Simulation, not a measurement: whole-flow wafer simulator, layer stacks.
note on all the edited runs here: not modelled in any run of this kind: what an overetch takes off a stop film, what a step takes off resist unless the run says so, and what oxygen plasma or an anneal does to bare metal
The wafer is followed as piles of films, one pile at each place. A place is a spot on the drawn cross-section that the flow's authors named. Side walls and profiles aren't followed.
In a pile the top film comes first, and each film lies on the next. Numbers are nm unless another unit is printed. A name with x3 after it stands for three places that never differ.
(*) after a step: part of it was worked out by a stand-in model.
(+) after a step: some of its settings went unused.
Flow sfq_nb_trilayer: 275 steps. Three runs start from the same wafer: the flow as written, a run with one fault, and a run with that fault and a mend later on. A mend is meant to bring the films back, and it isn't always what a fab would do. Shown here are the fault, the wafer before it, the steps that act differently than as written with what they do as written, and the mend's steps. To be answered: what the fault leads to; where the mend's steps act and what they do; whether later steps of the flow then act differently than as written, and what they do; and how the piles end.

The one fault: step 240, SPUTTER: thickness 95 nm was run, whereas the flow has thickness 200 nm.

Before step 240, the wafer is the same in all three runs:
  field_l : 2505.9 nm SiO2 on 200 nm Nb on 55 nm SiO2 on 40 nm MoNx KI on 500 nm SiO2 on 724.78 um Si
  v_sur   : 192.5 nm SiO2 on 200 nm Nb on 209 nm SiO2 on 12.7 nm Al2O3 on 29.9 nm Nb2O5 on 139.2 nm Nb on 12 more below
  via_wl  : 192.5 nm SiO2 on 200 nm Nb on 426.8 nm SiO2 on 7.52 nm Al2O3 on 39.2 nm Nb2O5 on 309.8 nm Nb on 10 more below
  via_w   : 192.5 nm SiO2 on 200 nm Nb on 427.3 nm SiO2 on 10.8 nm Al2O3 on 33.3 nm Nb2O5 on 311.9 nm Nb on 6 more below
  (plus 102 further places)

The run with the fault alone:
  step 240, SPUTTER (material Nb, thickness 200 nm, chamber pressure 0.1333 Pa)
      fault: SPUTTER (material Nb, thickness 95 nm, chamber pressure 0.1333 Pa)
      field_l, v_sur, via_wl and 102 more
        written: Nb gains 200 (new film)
        fault: Nb gains 95 (new film)
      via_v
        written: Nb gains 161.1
        fault: Nb gains 76.4
  Later steps of the flow acting differently than as written (3 other steps are not shown; they differ only slightly, by no more than 2% or 0.5 nm, whichever is larger):
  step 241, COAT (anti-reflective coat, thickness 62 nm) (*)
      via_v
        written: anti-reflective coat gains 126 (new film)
        fault: anti-reflective coat gains 120.1 (new film)
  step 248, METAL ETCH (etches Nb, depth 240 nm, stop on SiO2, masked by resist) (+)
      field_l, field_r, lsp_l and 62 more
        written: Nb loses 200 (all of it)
        fault: Nb loses 95 (all of it)
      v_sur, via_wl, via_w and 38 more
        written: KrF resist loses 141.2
        fault: KrF resist loses 83.8
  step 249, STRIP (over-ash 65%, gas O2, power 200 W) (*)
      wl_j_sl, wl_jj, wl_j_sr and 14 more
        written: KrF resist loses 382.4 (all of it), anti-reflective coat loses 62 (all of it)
        fault: KrF resist loses 439.7 (all of it), anti-reflective coat loses 62 (all of it)
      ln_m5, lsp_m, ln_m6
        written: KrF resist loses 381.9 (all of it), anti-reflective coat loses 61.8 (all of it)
        fault: KrF resist loses 439.3 (all of it), anti-reflective coat loses 61.8 (all of it)
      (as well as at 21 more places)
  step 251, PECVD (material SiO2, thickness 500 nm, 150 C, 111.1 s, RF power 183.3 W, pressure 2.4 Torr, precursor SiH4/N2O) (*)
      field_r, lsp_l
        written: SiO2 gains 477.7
        fault: SiO2 gains 489.4
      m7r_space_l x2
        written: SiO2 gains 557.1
        fault: SiO2 gains 500
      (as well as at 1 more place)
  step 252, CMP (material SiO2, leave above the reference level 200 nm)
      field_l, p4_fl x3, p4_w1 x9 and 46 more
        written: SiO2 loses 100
        fault: SiO2 loses 205
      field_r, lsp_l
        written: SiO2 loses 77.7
        fault: SiO2 loses 194.4
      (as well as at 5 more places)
  The piles end different from the flow's at field_l, v_sur, via_wl and 103 more by more than 2% or 0.5 nm, whichever is larger.
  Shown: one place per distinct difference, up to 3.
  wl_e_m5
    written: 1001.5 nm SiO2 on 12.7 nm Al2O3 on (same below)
    fault: 896.5 nm SiO2 on 12.7 nm Al2O3 on (same below)
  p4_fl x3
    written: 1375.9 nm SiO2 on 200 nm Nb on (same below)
    fault: 1270.9 nm SiO2 on 200 nm Nb on (same below)
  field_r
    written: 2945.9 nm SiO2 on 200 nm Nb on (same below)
    fault: 2840.9 nm SiO2 on 200 nm Nb on (same below)

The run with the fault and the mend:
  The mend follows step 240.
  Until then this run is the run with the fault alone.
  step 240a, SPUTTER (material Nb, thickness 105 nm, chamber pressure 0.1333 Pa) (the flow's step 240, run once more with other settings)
      field_l, v_sur, via_wl and 102 more
        Nb gains 105
      via_v
        Nb gains 82.4
  Later steps of the flow that are run all act as written at every place that is followed, up to a difference of at most 2% or 0.5 nm, whichever is larger.
  At the end the piles are close to the flow's at the places that both follow, differing by at most 2% or 0.5 nm, whichever is larger.
